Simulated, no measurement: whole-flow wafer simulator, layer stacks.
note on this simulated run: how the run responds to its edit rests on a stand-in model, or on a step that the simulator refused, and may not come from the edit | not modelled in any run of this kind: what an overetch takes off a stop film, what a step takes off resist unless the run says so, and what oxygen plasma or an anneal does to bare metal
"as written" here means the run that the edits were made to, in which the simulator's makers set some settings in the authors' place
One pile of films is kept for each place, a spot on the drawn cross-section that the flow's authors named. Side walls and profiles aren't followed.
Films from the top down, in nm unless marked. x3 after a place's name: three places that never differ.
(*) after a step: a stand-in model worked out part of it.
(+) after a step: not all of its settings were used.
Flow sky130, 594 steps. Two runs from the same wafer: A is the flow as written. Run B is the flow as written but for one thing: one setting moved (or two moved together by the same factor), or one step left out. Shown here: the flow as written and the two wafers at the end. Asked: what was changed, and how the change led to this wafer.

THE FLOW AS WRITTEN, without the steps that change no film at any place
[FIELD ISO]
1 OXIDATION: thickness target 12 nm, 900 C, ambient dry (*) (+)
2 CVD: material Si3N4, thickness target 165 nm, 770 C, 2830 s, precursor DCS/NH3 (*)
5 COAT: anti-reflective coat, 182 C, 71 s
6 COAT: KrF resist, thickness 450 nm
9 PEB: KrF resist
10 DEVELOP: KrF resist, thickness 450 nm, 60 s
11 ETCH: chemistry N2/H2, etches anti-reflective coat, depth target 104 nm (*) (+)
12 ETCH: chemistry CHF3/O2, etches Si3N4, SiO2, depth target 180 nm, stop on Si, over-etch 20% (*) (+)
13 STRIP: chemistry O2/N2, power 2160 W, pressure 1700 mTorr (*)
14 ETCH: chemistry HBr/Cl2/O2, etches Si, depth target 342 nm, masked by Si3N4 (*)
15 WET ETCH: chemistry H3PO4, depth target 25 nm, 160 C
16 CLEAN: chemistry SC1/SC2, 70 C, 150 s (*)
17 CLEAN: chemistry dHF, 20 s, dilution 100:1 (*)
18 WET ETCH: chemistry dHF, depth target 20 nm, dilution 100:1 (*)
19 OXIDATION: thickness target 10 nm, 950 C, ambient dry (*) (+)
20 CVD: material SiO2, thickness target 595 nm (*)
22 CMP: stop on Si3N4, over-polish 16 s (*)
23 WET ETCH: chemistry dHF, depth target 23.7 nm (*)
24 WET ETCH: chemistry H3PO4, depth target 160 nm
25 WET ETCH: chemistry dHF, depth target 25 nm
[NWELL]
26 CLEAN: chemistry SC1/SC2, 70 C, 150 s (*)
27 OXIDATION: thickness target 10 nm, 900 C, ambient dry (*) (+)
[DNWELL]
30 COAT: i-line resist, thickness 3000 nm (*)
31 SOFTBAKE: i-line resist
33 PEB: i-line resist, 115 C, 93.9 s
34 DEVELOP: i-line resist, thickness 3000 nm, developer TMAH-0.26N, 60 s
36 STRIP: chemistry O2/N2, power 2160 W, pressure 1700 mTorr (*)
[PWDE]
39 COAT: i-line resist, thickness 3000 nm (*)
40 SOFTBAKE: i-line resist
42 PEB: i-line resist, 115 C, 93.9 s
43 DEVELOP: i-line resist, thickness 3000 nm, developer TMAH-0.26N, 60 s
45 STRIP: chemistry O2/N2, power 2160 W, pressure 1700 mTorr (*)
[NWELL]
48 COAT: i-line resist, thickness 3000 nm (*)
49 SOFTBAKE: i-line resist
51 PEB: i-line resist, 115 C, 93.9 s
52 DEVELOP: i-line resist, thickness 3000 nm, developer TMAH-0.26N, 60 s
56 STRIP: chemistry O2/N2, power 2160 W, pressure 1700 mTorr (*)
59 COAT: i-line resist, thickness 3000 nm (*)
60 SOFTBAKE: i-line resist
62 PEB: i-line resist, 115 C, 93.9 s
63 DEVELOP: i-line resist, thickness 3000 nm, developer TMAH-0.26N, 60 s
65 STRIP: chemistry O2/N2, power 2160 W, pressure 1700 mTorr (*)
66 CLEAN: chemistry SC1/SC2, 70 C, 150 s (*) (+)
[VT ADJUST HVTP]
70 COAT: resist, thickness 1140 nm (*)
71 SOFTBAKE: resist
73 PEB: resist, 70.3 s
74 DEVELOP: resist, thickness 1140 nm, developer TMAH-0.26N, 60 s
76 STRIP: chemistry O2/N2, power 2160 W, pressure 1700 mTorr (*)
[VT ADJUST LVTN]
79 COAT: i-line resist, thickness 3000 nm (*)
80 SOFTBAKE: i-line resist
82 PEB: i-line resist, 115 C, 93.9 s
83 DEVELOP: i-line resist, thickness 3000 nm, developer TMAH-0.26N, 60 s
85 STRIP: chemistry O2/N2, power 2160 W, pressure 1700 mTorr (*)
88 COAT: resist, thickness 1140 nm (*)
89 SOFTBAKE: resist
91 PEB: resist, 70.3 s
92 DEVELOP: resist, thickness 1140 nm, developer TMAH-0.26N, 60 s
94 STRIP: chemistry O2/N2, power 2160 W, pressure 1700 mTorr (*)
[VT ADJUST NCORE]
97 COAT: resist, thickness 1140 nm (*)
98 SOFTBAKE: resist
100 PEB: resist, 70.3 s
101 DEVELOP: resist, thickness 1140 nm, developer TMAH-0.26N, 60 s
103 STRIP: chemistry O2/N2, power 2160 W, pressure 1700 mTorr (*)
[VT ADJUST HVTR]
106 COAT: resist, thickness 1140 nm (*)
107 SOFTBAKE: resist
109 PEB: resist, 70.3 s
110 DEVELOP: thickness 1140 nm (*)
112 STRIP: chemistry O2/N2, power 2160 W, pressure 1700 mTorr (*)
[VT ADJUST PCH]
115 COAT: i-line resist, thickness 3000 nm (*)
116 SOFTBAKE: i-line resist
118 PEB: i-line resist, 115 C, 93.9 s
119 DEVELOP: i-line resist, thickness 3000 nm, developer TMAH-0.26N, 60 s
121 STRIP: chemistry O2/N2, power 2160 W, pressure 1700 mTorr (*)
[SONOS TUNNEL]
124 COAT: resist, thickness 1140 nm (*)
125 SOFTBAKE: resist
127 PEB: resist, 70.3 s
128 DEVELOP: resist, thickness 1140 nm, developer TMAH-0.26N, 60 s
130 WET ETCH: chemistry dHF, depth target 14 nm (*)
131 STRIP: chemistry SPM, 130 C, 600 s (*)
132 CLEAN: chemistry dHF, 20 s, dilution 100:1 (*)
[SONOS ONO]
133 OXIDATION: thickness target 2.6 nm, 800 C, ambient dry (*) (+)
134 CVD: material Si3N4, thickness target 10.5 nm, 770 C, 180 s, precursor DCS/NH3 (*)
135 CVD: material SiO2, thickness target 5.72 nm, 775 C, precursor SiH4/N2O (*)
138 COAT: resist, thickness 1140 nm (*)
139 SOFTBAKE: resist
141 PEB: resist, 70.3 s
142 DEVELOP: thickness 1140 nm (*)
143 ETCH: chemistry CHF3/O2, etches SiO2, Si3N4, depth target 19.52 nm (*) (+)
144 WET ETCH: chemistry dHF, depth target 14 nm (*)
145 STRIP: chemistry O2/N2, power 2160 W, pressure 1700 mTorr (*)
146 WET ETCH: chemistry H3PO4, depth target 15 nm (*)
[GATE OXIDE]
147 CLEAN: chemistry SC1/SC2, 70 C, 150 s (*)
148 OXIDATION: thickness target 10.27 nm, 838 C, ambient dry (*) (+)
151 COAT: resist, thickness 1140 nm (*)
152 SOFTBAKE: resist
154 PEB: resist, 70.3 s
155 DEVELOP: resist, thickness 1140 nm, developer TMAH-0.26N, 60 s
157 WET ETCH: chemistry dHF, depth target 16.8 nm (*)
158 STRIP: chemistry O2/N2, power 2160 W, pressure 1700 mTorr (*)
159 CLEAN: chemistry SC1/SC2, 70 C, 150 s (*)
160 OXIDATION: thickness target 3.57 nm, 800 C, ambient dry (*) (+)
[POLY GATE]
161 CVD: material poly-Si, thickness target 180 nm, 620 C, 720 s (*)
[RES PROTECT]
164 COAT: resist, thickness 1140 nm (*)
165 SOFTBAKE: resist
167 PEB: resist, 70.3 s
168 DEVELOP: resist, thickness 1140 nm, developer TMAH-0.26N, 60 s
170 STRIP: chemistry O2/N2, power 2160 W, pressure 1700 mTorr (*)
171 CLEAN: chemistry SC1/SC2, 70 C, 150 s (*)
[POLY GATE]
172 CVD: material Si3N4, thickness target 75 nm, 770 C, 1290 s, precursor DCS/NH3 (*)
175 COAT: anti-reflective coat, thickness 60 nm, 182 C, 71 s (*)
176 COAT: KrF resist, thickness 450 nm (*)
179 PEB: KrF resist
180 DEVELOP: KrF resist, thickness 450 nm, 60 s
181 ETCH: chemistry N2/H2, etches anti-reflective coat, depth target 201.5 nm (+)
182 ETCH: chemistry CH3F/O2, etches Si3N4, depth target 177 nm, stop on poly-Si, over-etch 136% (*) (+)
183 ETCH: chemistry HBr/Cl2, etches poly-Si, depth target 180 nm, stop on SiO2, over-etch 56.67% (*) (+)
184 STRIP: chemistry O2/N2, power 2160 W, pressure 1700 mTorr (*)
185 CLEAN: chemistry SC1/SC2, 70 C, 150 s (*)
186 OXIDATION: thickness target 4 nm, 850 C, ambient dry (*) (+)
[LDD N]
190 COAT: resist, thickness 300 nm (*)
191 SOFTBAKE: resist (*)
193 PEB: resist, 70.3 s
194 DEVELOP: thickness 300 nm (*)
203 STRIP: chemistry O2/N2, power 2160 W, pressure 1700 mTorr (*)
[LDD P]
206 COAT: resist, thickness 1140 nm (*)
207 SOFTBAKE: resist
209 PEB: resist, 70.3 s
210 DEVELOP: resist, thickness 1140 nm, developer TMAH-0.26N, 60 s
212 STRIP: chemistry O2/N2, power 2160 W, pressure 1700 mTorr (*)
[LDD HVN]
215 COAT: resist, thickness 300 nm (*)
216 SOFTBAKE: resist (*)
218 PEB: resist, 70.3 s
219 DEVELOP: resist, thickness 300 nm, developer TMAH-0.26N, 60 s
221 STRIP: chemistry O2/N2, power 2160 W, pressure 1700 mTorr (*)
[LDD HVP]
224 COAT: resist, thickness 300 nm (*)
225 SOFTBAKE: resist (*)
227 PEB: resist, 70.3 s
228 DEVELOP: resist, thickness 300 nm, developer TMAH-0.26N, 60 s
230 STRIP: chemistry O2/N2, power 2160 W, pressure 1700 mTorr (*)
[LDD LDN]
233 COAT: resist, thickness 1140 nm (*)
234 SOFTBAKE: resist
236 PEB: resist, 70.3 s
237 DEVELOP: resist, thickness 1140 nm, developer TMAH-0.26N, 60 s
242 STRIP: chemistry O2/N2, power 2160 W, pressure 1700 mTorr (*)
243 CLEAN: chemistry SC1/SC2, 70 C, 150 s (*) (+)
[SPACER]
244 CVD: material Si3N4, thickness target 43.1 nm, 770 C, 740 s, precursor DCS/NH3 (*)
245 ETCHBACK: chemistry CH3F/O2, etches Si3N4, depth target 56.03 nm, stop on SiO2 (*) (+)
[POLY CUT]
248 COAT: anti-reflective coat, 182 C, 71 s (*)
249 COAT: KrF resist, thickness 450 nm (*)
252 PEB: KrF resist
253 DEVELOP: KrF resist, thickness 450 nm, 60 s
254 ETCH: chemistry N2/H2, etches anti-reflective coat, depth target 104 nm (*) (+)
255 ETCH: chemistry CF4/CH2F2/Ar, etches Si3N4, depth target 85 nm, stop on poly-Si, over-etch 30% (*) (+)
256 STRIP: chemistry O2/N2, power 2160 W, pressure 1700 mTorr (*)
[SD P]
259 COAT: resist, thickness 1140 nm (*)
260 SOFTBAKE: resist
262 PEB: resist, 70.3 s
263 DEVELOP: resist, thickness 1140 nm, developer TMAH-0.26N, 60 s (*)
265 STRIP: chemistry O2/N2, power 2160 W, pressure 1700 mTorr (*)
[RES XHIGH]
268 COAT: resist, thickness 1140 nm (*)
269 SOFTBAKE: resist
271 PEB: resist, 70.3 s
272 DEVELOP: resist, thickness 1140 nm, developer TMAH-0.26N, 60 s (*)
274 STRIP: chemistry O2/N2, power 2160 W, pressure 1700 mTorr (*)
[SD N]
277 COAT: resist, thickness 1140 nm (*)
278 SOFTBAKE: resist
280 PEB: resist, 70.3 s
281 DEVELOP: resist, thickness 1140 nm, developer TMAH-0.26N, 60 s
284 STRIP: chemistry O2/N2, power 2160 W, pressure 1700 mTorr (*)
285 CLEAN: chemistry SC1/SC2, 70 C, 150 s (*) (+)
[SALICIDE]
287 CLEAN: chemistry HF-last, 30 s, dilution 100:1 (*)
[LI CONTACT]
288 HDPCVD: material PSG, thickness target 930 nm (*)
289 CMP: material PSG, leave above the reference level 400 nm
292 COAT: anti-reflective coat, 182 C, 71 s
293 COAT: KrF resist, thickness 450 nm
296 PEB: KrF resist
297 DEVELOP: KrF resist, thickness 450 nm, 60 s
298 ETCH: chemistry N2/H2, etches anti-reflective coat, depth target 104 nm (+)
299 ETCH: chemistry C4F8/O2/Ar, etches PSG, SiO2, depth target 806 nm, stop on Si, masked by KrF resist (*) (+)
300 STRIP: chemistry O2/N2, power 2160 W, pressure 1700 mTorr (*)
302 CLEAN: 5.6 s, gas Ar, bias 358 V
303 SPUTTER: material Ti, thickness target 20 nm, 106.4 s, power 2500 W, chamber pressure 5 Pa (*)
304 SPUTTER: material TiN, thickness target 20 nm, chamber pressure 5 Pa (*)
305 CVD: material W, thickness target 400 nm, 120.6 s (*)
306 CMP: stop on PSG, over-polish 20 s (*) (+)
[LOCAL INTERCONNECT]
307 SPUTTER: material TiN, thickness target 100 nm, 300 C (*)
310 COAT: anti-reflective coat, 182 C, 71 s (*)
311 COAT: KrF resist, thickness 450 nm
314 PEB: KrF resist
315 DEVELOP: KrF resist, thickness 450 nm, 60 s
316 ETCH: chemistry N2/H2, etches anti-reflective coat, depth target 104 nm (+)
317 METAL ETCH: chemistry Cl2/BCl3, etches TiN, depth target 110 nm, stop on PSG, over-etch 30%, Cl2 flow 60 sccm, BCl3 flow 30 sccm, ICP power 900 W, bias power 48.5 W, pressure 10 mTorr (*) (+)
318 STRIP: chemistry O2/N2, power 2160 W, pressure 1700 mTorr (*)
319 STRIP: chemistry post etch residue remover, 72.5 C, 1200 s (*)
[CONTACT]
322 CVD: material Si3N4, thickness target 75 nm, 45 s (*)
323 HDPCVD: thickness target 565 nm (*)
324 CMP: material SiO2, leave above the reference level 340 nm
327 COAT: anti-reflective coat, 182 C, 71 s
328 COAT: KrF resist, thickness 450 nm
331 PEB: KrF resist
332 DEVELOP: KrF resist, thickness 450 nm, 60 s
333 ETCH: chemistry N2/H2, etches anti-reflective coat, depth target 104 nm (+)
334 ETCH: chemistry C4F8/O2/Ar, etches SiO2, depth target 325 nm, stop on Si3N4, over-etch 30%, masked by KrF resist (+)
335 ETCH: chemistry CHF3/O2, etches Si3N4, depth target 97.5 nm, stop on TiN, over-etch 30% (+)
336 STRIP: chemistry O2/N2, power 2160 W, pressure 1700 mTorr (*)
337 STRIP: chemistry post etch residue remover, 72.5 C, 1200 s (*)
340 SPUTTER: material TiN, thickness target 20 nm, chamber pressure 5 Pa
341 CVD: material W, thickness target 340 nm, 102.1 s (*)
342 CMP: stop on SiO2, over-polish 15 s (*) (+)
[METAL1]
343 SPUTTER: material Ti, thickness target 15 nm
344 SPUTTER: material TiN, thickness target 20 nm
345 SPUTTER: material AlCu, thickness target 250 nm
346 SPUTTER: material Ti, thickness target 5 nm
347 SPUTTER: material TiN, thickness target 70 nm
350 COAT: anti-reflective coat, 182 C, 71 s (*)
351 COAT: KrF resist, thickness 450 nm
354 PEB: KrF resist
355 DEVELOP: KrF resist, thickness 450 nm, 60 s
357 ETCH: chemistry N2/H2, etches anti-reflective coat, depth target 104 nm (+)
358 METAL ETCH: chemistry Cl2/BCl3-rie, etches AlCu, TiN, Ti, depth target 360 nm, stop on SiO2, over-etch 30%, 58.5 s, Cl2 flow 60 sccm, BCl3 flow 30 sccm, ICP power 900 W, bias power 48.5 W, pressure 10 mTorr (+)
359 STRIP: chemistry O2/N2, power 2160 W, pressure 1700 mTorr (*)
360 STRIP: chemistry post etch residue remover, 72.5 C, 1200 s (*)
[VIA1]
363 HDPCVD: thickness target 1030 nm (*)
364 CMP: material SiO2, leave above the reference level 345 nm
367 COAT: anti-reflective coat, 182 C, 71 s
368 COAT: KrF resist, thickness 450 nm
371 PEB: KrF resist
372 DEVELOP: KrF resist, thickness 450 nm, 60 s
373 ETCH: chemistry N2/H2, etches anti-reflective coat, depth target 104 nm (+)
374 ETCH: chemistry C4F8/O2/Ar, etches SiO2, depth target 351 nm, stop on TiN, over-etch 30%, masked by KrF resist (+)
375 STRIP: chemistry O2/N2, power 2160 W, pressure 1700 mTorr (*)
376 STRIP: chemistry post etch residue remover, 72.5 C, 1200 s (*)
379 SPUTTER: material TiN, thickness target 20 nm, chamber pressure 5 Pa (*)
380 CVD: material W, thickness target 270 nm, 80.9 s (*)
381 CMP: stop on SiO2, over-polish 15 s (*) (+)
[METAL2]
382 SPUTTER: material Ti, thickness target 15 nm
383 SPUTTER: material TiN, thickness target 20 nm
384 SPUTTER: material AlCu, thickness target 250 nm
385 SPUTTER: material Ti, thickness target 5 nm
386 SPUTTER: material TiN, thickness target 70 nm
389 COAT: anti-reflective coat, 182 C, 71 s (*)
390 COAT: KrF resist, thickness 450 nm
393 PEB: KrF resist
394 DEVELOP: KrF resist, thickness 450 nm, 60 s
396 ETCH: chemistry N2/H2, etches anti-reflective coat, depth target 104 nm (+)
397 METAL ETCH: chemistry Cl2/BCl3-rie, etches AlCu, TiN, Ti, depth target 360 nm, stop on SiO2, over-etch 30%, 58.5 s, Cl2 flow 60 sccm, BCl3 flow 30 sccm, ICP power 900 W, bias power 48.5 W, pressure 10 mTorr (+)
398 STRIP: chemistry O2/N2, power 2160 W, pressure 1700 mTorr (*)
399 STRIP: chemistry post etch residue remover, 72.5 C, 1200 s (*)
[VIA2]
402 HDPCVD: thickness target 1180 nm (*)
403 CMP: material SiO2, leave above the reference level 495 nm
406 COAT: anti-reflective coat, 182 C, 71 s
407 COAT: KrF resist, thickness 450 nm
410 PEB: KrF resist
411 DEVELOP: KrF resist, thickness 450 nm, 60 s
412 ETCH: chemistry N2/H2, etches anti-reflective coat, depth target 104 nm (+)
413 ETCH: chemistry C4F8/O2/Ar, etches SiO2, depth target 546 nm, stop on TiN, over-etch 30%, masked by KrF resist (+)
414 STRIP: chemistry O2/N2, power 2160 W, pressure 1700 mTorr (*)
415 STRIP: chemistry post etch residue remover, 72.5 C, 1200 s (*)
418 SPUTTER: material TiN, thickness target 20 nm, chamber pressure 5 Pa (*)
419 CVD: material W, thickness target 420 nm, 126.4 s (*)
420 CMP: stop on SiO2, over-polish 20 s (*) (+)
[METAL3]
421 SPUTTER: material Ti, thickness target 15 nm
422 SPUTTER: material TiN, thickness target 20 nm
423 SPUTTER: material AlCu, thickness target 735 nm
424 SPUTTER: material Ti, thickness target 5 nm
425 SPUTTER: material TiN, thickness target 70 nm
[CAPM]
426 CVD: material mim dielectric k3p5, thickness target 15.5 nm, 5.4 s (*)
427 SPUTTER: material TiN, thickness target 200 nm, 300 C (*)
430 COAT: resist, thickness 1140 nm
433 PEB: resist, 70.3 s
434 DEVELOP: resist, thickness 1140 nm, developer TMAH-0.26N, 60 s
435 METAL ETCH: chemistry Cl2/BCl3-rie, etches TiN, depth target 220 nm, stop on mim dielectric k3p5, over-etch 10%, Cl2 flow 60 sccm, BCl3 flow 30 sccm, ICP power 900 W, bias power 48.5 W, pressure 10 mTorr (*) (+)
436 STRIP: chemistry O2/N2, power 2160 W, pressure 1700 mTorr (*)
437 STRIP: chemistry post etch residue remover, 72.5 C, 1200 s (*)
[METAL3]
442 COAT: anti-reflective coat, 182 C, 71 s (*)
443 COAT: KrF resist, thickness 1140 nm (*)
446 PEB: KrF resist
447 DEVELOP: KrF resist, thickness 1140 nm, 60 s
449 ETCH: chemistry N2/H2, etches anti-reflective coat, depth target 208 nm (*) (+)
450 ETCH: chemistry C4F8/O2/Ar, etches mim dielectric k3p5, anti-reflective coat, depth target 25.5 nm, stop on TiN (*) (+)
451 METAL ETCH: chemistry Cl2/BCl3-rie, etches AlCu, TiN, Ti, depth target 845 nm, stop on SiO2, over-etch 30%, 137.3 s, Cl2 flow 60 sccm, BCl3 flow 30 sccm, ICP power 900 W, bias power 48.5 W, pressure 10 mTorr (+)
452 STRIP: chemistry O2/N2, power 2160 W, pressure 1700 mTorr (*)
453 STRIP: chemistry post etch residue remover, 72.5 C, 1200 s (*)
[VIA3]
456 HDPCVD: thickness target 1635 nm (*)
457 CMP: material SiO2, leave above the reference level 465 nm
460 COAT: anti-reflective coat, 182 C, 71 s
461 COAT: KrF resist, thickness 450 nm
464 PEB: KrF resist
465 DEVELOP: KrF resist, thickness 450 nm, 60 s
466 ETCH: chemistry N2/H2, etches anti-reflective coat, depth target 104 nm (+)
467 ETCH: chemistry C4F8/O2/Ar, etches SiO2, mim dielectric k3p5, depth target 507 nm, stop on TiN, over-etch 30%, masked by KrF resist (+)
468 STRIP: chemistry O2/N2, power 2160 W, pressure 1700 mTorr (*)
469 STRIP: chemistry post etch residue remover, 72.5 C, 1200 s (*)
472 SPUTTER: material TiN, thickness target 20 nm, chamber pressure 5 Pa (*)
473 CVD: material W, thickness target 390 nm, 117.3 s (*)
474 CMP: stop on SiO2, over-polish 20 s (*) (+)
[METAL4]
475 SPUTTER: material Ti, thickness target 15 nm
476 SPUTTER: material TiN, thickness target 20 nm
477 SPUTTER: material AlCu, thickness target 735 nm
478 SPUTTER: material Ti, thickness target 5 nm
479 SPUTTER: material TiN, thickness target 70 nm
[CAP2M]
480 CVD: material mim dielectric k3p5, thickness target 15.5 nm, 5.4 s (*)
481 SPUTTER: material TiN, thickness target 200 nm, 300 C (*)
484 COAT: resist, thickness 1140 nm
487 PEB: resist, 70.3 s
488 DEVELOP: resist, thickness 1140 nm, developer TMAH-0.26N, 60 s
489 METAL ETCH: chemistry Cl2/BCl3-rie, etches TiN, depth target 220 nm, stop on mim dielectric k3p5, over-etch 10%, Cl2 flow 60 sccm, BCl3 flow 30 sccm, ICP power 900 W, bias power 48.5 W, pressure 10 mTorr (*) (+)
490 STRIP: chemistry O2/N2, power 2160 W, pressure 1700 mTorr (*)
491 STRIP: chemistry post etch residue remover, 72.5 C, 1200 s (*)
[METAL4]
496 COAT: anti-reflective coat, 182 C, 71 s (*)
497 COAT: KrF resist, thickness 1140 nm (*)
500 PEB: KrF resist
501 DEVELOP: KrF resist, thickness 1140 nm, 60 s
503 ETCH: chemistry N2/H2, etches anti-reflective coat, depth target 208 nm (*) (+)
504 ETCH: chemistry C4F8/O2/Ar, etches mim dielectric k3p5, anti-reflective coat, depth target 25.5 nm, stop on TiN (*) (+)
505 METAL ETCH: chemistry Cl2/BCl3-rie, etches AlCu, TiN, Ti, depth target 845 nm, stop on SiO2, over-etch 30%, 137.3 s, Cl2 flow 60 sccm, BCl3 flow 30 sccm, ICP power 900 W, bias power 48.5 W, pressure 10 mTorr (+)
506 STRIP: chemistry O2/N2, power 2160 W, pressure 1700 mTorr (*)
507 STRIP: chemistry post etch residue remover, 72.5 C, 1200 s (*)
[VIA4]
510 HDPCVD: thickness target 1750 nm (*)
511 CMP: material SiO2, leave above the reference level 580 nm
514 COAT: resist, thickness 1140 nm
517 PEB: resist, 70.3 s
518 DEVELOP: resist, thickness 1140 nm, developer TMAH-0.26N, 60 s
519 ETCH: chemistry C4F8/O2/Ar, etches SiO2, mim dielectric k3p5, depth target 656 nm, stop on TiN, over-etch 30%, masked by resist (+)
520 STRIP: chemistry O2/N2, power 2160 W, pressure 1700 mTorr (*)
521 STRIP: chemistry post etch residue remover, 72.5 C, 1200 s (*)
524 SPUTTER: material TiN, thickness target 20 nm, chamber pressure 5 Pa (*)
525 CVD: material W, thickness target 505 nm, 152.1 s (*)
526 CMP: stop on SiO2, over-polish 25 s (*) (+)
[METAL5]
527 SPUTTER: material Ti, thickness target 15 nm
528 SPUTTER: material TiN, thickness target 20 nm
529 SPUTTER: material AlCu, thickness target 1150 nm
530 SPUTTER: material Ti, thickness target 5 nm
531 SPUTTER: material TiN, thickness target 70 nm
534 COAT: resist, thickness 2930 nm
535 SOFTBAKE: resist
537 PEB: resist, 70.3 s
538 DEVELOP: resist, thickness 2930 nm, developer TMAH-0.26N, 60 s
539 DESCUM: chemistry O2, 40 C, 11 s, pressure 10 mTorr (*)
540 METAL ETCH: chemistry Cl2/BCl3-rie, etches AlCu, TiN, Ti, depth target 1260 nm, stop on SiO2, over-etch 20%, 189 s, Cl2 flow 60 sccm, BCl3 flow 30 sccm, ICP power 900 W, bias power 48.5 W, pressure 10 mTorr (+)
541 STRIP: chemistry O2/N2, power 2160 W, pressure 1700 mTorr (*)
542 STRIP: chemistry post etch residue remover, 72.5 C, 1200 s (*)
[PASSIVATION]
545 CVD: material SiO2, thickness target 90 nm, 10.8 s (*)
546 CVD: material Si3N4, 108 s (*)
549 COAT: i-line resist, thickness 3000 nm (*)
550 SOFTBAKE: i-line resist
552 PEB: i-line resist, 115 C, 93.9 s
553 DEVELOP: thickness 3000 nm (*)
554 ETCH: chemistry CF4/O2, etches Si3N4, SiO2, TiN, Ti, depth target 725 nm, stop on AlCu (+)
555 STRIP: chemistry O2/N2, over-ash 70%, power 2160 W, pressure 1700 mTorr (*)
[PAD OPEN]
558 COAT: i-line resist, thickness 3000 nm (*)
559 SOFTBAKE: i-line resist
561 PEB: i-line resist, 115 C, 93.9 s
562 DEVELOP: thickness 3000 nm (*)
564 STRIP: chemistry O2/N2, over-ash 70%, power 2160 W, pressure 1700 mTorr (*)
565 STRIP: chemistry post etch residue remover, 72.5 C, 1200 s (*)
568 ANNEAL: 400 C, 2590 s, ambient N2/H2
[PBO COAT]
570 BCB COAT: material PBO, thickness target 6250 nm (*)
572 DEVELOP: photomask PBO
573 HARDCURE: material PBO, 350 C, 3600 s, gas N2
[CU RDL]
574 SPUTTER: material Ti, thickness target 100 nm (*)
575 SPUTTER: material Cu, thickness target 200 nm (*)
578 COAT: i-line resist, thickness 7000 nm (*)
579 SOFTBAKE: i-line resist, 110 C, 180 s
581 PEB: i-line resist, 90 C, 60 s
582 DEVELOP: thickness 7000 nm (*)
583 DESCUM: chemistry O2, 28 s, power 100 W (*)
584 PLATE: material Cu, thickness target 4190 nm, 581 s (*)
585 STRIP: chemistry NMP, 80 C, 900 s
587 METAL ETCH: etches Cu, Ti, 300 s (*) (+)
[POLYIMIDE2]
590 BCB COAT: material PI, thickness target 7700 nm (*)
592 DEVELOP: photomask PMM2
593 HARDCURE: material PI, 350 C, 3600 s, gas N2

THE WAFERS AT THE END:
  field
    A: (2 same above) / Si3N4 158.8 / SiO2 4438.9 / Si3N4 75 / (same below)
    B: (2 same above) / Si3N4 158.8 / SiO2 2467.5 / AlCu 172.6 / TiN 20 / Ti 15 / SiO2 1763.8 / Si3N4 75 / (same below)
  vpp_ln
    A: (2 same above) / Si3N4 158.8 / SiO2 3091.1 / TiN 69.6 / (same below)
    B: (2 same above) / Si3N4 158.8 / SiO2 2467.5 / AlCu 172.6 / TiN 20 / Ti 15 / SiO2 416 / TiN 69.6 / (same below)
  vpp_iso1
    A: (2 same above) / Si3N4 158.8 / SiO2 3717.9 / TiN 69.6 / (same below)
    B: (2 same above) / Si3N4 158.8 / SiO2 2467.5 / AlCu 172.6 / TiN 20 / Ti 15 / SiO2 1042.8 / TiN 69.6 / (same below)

The cause: step 451, METAL ETCH: depth target 485.9 nm was run, where the flow has depth target 845 nm; step 451, METAL ETCH: 78.9 s was run, where the flow has 137.3 s.

How the change led to this, step by step:
  451 METAL ETCH: chemistry Cl2/BCl3-rie, etches AlCu, TiN, Ti, depth target 845 nm, stop on SiO2, over-etch 30%, 137.3 s, Cl2 flow 60 sccm, BCl3 flow 30 sccm, ICP power 900 W, bias power 48.5 W, pressure 10 mTorr (+)
      field, gate, spacer and 68 more: A TiN -70 (all of it), Ti -5 (all of it), AlCu -735 (all of it), TiN -20 (all of it), Ti -15 (all of it), SiO2 -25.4 | B TiN -70 (all of it), Ti -5 (all of it), AlCu -556.7
      active, vpp_ln, vpp_iso2 and 11 more: A TiN -70 (all of it), Ti -5 (all of it), AlCu -735 (all of it), TiN -20 (all of it), Ti -15 (all of it), SiO2 -25.3 | B TiN -70 (all of it), Ti -5 (all of it), AlCu -556.7
      (and at 107 more places)
  452 STRIP: chemistry O2/N2, power 2160 W, pressure 1700 mTorr (*)
      n_well, p_well, gate_hv and 80 more: A KrF resist -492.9 (all of it), anti-reflective coat -80 (all of it) | B KrF resist -726.3 (all of it), anti-reflective coat -80 (all of it)
      m1, via2_hole: A KrF resist -493 (all of it), anti-reflective coat -80.5 (all of it) | B KrF resist -726.4 (all of it), anti-reflective coat -80.5 (all of it)
      (and at 22 more places)
  453 STRIP: chemistry post etch residue remover, 72.5 C, 1200 s (*)
      field, active, gate and 82 more: A nothing | B AlCu -5.72
  456 HDPCVD: thickness target 1635 nm (*)
      field, active, gate and 82 more: A SiO2 +1635 | B SiO2 +1635 (new film)
  457 CMP: material SiO2, leave above the reference level 465 nm
      field, active, gate and 82 more: A SiO2 -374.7 | B SiO2 -607.6
Counting metal films that touch as one body, field has 1 body; the flow as written gives 0 bodies.
Counting metal films that touch as one body, vpp_ln has 3 bodies (between them, from the top down: SiO2 416; SiO2 267.2); the flow as written gives 2 bodies (between them, from the top down: SiO2 267.2).
Counting metal films that touch as one body, vpp_iso1 has 2 bodies (between them, from the top down: SiO2 1042.8); the flow as written gives 1 body.
